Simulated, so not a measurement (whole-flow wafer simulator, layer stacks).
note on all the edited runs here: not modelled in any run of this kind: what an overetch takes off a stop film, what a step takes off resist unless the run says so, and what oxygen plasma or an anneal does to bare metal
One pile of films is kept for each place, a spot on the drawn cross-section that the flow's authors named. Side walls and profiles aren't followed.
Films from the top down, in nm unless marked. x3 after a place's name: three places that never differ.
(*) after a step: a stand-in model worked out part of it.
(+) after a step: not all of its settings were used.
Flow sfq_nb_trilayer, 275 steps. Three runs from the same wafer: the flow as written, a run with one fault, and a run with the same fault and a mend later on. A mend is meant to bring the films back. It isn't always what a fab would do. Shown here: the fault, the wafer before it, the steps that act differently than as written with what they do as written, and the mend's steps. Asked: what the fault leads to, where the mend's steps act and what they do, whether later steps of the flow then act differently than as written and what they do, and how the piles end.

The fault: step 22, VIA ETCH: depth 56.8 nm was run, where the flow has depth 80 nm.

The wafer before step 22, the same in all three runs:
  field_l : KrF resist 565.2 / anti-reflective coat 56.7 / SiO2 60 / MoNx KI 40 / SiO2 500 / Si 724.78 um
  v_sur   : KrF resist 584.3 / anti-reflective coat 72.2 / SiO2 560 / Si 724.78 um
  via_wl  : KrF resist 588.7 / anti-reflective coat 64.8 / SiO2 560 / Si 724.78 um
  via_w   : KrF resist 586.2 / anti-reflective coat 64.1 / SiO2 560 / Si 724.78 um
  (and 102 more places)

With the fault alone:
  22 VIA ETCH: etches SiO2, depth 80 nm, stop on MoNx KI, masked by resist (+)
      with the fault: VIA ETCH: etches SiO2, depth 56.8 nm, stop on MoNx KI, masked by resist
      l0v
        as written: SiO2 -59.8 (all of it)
        with the fault: SiO2 -56.8
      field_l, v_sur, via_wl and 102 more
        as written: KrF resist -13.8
        with the fault: KrF resist -9.79
  Later steps of the flow that act differently than as written (6 more steps differ only slightly, by at most 2% or 0.5 nm, whichever is larger, and aren't shown):
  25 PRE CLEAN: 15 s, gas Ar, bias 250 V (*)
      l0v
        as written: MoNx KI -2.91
        with the fault: SiO2 -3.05 (all of it), MoNx KI -1.22
  At the end the piles differ from the flow's by more than 2% or 0.5 nm, whichever is larger, at l0v.
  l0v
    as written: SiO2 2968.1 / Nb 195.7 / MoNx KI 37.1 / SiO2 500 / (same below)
    with the fault: SiO2 2966.1 / Nb 196 / MoNx KI 38.8 / SiO2 500 / (same below)

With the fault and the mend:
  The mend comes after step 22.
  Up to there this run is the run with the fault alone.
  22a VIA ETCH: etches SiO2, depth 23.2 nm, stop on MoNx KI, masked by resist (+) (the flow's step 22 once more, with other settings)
      field_l, v_sur, via_wl and 102 more
        KrF resist -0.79
      l0v
        SiO2 -3.05 (all of it)
  No later step of the flow acts differently than as written, at any place that is followed, by more than 2% or 0.5 nm, whichever is larger.
  At the end the piles are the same as the flow's at every place that both follow.
